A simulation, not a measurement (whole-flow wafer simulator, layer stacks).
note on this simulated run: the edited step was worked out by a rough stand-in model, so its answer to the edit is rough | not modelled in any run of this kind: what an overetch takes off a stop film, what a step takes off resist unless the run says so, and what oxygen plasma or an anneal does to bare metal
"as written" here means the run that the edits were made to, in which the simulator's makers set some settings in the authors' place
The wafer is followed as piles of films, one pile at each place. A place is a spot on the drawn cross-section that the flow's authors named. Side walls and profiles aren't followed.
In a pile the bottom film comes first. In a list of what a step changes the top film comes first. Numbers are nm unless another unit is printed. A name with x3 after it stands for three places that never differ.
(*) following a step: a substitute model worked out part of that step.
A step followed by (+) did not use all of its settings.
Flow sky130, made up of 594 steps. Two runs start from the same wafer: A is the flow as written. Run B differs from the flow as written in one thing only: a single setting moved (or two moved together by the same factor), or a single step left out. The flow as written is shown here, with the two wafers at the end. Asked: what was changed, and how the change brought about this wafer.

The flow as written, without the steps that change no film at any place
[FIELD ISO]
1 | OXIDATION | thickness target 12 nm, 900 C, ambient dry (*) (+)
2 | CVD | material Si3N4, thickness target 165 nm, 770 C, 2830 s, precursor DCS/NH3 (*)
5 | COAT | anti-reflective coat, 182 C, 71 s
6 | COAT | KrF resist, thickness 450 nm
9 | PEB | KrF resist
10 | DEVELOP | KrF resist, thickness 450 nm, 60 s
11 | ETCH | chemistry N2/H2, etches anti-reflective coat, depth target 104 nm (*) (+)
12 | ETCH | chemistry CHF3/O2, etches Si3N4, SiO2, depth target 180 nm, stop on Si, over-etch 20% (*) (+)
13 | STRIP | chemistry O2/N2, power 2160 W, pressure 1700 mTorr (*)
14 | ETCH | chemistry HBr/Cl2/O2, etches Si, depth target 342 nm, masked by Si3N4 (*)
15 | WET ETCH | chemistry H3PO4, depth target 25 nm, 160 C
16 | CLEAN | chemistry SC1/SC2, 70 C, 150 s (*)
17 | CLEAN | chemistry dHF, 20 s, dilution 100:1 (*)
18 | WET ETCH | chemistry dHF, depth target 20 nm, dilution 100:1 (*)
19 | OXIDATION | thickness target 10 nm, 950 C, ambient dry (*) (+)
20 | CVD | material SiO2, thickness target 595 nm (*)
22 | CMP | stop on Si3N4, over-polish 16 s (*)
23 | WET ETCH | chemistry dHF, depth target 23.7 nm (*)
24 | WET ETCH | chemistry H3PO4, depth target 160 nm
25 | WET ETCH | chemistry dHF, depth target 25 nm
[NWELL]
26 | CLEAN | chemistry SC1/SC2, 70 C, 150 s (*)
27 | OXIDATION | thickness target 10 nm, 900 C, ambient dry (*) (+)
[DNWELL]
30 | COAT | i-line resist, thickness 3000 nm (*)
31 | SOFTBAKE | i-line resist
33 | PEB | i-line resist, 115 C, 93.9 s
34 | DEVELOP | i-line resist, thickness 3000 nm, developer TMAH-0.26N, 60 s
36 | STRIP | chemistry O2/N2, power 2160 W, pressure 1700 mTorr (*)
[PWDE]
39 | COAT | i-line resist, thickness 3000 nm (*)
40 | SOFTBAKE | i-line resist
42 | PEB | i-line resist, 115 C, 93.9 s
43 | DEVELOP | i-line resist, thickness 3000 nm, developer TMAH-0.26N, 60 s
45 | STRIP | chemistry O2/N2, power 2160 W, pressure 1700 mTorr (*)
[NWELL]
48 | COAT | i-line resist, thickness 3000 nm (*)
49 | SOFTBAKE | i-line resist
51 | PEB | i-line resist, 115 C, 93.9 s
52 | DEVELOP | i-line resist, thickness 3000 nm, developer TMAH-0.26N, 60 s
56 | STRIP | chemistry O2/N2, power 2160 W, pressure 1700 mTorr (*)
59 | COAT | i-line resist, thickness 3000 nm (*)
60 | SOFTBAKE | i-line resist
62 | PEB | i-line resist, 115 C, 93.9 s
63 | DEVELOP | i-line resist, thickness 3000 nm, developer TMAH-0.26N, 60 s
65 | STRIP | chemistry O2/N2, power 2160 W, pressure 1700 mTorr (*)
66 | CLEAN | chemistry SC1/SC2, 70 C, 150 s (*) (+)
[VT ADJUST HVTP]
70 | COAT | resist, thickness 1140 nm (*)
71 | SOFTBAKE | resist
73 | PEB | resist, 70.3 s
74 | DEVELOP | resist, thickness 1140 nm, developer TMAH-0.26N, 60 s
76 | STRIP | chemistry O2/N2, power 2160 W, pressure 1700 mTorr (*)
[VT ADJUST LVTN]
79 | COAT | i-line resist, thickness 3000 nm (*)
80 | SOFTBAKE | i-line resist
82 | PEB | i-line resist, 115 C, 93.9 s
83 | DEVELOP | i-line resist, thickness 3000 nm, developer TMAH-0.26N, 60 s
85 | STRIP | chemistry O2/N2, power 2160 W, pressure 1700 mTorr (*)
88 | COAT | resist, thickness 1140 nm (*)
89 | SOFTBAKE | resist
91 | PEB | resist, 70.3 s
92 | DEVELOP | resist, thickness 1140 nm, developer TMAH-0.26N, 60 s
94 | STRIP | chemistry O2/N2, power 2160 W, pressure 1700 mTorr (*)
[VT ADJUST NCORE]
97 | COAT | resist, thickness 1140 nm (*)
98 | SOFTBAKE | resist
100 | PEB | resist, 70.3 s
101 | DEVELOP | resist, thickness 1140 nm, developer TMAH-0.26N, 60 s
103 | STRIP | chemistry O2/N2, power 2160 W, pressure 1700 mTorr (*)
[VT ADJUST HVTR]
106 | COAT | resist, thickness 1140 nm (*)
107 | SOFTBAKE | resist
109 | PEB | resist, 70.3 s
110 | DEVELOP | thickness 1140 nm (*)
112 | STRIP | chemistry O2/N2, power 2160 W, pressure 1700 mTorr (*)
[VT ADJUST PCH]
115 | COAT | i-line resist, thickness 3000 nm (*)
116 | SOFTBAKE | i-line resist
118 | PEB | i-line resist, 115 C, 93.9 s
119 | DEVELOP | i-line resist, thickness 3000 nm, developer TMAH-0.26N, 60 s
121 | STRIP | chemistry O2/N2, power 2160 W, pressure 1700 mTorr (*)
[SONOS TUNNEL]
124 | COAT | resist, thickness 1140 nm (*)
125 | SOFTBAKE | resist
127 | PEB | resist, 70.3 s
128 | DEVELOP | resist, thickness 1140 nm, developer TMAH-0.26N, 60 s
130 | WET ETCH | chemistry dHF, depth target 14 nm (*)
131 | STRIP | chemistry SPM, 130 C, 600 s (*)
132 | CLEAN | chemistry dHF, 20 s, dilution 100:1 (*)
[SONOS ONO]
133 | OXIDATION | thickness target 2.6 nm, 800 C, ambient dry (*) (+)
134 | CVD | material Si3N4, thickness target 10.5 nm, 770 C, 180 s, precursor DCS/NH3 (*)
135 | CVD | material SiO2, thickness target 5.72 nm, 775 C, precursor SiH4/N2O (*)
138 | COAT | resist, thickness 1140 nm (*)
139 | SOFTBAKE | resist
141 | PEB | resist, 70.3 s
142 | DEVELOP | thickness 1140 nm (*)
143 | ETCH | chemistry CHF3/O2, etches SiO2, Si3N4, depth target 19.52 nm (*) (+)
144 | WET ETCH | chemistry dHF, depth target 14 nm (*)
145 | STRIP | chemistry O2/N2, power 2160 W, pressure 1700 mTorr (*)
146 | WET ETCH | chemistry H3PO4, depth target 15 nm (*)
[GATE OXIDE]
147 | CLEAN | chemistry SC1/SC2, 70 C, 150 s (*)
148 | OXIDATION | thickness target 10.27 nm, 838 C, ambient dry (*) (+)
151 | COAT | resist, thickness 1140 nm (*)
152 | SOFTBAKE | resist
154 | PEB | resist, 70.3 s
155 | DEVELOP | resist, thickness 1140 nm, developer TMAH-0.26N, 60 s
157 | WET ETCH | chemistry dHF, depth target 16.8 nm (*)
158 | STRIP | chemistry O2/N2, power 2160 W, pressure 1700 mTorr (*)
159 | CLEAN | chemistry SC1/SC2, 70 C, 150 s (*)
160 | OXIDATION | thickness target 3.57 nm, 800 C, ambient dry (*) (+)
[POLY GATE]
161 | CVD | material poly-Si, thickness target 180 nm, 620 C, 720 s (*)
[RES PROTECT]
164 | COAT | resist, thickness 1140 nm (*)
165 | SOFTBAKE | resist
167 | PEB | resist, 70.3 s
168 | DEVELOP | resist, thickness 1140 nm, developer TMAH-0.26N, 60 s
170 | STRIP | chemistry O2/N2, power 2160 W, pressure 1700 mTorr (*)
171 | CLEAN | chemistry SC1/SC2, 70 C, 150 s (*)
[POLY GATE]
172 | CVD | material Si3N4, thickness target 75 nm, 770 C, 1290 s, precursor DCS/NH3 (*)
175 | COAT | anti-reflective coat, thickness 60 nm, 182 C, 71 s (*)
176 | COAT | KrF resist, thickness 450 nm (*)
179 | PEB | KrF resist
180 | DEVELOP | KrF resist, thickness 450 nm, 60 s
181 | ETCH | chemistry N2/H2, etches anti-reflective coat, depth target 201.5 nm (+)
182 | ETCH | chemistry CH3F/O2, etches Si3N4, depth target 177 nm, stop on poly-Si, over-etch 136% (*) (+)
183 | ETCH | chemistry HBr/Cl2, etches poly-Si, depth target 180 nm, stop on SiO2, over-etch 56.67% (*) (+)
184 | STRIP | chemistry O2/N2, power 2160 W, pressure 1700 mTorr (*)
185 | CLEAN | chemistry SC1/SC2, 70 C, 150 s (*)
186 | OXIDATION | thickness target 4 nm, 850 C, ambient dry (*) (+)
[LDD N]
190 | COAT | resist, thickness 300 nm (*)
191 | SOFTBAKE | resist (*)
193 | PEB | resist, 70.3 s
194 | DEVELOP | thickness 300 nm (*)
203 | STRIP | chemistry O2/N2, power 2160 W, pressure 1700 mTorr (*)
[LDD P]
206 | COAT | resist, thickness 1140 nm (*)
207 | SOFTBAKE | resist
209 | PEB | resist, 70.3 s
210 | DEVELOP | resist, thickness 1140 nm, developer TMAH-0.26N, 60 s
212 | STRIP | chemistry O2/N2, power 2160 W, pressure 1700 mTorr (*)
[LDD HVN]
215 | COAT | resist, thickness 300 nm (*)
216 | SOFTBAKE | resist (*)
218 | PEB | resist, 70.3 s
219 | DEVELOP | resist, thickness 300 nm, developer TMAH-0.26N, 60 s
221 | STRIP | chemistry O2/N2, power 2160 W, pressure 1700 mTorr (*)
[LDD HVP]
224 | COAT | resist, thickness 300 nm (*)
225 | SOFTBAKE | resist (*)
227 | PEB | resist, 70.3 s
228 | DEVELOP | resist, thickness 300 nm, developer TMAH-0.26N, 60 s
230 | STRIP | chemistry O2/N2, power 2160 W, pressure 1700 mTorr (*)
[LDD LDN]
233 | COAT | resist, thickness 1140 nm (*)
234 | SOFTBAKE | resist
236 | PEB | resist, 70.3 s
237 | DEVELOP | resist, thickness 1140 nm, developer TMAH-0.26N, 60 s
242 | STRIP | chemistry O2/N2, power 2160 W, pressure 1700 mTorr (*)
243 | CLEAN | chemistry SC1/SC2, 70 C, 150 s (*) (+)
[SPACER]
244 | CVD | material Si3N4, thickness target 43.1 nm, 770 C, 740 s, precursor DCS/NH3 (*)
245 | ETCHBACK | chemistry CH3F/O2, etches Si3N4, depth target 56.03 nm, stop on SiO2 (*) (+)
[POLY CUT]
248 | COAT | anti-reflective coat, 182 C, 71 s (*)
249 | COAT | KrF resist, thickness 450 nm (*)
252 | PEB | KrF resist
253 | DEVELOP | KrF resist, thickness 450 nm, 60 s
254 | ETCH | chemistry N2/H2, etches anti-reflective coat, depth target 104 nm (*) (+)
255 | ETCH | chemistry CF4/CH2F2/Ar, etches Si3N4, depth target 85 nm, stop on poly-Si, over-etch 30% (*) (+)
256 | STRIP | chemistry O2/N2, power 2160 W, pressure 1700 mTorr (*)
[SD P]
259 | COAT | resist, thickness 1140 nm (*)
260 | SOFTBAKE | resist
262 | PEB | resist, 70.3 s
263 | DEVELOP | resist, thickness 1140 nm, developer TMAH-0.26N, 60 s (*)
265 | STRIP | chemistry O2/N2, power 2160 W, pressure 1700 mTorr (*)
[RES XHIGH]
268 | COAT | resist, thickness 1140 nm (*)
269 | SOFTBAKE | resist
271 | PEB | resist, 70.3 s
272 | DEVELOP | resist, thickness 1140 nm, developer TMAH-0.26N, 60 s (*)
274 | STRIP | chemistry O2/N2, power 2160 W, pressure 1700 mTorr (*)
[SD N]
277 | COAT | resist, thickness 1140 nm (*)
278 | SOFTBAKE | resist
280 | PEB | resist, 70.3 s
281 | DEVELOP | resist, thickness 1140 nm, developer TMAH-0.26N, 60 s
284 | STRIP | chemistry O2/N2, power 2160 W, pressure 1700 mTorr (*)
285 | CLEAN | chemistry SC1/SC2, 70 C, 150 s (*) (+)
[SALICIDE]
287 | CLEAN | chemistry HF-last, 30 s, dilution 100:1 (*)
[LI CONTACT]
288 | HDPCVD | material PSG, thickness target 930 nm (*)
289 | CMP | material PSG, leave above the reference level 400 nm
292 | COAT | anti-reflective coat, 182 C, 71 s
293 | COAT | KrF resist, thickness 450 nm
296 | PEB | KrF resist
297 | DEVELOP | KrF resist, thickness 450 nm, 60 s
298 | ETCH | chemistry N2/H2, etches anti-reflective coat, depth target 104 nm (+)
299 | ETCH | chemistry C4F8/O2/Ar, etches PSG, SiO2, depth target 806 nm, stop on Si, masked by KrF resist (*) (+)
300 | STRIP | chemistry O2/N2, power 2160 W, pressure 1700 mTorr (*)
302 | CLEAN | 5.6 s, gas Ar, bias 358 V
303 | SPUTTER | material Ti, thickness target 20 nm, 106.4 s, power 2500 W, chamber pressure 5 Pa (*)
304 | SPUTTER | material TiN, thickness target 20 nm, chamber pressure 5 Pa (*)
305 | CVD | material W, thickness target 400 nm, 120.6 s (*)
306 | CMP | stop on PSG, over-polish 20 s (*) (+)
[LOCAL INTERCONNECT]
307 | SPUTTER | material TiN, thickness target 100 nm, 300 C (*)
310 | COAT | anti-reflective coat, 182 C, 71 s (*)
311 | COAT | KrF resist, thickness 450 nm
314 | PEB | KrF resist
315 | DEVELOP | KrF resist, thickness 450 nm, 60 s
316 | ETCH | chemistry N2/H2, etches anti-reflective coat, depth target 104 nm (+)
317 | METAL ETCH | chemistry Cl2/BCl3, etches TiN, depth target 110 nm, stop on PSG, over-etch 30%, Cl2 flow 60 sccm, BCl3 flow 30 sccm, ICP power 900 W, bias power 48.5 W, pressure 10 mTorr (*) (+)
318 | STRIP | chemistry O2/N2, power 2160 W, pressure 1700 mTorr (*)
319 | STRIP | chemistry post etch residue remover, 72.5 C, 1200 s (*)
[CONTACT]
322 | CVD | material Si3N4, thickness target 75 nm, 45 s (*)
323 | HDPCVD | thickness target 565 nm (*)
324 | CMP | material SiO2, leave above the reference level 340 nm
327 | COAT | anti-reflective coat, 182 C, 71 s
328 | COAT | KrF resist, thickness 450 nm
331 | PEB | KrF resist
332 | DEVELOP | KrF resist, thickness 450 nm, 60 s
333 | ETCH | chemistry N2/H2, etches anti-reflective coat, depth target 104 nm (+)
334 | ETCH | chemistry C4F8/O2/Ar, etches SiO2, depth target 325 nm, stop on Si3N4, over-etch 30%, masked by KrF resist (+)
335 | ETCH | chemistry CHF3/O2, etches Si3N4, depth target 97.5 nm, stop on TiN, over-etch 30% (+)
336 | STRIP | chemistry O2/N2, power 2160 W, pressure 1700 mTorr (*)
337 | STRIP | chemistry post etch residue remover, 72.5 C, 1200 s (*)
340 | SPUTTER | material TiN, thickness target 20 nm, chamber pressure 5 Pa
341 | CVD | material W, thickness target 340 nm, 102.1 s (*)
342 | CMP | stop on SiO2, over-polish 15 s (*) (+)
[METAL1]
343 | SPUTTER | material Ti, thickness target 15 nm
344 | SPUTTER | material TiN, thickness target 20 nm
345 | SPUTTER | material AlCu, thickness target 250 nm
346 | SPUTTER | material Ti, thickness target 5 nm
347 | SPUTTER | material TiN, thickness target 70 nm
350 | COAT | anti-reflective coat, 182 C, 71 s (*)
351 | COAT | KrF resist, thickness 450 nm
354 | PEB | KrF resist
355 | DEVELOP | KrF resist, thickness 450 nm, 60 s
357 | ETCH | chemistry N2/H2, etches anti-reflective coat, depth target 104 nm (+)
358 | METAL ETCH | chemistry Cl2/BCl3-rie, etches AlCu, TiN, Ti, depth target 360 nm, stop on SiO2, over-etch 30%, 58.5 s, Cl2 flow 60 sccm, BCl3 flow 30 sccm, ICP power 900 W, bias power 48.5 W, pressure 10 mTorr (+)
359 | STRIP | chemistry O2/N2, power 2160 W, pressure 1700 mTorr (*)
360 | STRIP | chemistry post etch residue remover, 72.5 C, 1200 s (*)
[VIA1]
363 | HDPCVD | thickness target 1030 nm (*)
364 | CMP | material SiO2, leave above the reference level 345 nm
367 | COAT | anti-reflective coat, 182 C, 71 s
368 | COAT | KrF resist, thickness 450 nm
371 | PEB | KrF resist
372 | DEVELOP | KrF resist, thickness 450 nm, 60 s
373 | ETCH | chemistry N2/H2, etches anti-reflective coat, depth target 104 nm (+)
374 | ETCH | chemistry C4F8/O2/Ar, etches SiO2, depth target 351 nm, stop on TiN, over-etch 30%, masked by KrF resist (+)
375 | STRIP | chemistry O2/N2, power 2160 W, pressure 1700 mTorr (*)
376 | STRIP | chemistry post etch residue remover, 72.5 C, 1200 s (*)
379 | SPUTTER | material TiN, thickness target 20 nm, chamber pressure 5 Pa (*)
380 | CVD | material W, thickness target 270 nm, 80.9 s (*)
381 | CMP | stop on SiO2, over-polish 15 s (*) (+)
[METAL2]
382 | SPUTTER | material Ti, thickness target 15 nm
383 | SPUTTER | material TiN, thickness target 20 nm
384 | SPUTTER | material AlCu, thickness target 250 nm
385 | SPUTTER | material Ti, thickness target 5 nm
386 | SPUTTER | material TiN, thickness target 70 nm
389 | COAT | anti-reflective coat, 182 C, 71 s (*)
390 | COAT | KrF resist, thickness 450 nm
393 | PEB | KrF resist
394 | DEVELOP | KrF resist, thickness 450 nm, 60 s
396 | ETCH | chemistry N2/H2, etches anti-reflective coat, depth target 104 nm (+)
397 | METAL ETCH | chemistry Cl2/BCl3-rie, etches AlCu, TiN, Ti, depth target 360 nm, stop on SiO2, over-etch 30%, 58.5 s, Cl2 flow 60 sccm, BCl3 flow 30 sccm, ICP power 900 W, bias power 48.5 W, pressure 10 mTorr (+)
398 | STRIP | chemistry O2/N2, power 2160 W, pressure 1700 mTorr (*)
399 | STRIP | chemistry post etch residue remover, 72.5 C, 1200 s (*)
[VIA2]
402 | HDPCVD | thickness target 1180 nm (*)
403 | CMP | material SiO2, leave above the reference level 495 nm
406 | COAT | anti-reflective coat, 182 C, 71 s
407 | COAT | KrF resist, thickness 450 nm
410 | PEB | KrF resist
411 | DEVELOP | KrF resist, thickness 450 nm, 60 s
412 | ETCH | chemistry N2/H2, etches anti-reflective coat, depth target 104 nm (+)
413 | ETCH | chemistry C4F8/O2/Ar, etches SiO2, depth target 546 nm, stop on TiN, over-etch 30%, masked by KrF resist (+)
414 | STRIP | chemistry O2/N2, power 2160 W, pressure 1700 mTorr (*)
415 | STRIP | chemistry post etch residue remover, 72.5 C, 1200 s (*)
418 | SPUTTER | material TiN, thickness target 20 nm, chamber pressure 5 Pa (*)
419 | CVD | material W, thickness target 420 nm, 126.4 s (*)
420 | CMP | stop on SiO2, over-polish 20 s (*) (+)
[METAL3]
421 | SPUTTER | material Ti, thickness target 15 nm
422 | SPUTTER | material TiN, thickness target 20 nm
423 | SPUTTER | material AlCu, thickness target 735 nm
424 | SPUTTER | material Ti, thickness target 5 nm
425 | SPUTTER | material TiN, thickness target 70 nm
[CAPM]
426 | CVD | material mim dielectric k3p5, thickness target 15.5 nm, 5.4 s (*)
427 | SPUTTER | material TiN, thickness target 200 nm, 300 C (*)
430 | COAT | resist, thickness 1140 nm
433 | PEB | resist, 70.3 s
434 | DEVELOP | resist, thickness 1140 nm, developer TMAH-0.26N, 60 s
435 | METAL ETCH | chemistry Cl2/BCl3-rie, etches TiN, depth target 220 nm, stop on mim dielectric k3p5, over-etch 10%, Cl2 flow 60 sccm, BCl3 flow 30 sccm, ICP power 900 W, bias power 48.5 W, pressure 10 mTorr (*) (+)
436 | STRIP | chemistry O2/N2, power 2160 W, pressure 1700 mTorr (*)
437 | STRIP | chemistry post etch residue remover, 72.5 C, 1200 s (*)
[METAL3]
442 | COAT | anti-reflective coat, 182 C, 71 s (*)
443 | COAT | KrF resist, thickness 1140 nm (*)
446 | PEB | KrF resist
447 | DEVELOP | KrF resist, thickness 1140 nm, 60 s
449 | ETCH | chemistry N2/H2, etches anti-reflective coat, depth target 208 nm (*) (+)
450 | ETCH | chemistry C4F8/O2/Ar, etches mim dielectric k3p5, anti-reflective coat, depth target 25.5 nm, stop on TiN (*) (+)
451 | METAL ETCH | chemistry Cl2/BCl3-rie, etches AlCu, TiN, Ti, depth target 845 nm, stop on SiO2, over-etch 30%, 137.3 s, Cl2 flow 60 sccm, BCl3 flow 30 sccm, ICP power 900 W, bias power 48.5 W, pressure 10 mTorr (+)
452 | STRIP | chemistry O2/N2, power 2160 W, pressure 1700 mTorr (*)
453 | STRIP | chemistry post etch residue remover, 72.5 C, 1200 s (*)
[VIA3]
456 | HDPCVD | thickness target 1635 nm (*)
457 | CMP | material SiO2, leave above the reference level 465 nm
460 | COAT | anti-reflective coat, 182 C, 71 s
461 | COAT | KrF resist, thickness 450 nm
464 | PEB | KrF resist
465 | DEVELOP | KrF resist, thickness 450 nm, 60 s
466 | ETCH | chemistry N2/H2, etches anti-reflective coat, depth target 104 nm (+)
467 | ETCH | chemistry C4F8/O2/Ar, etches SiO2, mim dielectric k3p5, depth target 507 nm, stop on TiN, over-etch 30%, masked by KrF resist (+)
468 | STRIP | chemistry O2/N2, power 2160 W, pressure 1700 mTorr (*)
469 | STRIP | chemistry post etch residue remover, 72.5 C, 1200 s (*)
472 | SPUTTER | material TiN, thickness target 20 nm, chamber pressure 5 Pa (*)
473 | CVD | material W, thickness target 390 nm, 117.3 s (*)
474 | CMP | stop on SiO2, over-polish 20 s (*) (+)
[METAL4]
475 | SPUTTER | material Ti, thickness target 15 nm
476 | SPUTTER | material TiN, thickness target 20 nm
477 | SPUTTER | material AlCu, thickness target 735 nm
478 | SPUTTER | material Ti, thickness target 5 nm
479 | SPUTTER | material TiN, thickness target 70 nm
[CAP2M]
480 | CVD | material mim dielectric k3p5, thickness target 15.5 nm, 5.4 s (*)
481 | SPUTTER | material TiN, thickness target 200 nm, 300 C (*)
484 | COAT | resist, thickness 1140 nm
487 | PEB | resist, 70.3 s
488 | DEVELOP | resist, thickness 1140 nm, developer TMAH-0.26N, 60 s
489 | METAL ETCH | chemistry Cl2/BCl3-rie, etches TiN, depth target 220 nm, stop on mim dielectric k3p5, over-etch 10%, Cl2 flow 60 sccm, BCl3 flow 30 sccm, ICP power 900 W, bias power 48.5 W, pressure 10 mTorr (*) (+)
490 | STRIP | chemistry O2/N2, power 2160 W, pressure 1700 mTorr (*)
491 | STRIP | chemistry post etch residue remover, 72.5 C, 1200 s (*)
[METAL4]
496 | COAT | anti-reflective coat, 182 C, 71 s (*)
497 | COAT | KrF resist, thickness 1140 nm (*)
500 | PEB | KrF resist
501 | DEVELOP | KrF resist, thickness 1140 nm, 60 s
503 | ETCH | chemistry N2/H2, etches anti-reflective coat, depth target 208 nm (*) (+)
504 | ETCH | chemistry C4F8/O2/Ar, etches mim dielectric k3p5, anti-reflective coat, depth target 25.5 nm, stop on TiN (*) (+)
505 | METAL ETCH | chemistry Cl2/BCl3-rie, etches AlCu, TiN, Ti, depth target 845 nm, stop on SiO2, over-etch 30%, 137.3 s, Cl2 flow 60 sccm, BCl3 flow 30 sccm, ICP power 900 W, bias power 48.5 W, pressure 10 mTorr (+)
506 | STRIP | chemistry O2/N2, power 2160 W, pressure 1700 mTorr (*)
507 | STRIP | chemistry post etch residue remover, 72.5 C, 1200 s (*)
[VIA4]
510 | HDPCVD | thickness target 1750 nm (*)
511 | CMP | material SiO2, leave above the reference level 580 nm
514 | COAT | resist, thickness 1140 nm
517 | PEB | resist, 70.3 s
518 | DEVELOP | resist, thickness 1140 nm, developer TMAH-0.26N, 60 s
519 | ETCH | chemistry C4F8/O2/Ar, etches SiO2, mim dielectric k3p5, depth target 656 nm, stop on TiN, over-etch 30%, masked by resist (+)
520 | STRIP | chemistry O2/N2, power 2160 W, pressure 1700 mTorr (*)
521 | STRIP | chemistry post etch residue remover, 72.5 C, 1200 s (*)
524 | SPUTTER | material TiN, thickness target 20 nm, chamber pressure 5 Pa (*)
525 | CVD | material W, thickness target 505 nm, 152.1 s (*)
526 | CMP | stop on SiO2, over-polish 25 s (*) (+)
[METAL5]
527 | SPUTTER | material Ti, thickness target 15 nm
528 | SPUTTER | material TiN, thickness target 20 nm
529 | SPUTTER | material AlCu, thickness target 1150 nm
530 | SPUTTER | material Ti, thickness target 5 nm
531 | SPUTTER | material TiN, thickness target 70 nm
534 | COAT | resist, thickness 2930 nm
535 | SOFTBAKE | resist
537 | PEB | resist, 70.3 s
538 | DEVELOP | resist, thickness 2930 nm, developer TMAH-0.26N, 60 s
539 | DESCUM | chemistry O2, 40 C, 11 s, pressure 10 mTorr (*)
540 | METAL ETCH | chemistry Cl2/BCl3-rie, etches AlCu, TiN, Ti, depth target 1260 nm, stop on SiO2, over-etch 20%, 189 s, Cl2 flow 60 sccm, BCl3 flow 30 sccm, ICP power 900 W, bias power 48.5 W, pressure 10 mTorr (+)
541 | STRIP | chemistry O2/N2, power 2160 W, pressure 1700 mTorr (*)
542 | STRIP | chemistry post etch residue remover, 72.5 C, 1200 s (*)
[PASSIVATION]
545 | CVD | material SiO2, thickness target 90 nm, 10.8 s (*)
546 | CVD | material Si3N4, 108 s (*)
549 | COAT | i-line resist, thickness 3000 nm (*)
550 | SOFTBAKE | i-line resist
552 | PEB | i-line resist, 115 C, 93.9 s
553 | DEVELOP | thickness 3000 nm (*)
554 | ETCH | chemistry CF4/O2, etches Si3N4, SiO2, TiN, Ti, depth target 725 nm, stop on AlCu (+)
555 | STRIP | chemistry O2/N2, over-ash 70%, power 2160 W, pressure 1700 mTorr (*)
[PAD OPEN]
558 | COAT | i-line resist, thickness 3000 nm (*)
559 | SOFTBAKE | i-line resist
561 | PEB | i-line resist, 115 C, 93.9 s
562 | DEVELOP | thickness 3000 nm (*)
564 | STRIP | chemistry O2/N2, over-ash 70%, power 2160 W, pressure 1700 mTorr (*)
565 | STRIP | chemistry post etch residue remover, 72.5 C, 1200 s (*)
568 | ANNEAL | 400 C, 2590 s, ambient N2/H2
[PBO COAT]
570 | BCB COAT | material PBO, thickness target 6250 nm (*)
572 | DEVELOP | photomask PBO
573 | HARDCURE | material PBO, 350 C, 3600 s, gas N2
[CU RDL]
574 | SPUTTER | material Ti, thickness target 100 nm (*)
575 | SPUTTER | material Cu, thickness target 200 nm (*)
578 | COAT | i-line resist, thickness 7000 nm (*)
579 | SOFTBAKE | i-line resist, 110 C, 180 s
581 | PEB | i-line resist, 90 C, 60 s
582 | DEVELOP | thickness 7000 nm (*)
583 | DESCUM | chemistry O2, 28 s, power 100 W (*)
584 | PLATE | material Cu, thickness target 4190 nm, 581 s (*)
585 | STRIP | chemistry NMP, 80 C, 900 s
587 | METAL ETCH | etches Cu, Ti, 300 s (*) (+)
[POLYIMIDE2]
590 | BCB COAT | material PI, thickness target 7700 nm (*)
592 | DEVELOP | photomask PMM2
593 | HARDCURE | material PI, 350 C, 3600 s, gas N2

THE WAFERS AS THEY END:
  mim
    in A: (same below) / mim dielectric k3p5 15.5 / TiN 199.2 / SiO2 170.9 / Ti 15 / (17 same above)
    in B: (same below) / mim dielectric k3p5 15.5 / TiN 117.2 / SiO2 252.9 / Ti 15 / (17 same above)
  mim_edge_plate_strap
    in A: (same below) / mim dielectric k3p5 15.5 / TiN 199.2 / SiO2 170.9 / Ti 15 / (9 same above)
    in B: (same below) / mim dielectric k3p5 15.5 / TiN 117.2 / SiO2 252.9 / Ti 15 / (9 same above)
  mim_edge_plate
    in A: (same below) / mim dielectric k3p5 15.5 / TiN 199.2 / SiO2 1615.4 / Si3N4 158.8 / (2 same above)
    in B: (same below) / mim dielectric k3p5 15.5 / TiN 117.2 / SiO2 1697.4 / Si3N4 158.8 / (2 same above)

Cause: step 427, SPUTTER: thickness target 118 nm was run, whereas the flow has thickness target 200 nm.

The path from the change to this, step by step:
  427 | SPUTTER | material TiN, thickness target 200 nm, 300 C (*)
      field, active, n_well and 188 more: A TiN gains 200 (new film) | B TiN gains 118 (new film)
  435 | METAL ETCH | chemistry Cl2/BCl3-rie, etches TiN, depth target 220 nm, stop on mim dielectric k3p5, over-etch 10%, Cl2 flow 60 sccm, BCl3 flow 30 sccm, ICP power 900 W, bias power 48.5 W, pressure 10 mTorr (*) (+)
      field, active, n_well and 185 more: A TiN loses 200 (all of it) | B TiN loses 118 (all of it)
      mim, mim_edge_plate_strap, mim_edge_plate: A resist loses 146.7 | B resist loses 86.5
  436 | STRIP | chemistry O2/N2, power 2160 W, pressure 1700 mTorr (*)
      mim, mim_edge_plate_strap, mim_edge_plate: A resist loses 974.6 (all of it) | B resist loses 1034.7 (all of it)
  442 | COAT | anti-reflective coat, 182 C, 71 s (*)
      poly_licon, rpo_hd_licon: A anti-reflective coat gains 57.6 (new film) | B anti-reflective coat gains 78.6 (new film)
      mim: A anti-reflective coat gains 40.4 (new film) | B anti-reflective coat gains 29.9 (new film)
      (as well as at 8 more places)
  443 | COAT | KrF resist, thickness 1140 nm (*)
      mim_edge_plate_strap, mim_edge_plate: A KrF resist gains 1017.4 (new film) | B KrF resist gains 1099.4 (new film)
      mim: A KrF resist gains 1025.5 (new film) | B KrF resist gains 1093.8 (new film)
      (as well as at 2 more places)
  447 | DEVELOP | KrF resist, thickness 1140 nm, 60 s
      rxpo_ln: A KrF resist loses 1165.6 (all of it) | B KrF resist loses 1140.3 (all of it)
  449 | ETCH | chemistry N2/H2, etches anti-reflective coat, depth target 208 nm (*) (+)
      poly_licon, rpo_hd_licon: A anti-reflective coat loses 57.6 (all of it) | B anti-reflective coat loses 78.6 (all of it)
      rpo_hd: A anti-reflective coat loses 62 (all of it) | B anti-reflective coat loses 75.4 (all of it)
      (as well as at 2 more places)
  452 | STRIP | chemistry O2/N2, power 2160 W, pressure 1700 mTorr (*)
      mim_edge_plate_strap, mim_edge_plate: A KrF resist loses 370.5 (all of it), anti-reflective coat loses 3 (all of it) | B KrF resist loses 452.3 (all of it), anti-reflective coat loses 3 (all of it)
      mim: A KrF resist loses 378.7 (all of it), anti-reflective coat loses 40.4 (all of it) | B KrF resist loses 446.8 (all of it), anti-reflective coat loses 29.9 (all of it)
      (as well as at 5 more places)
  457 | CMP | material SiO2, leave above the reference level 465 nm
      mim, mim_edge_plate_strap, mim_edge_plate: A SiO2 loses 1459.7 | B SiO2 loses 1377.7
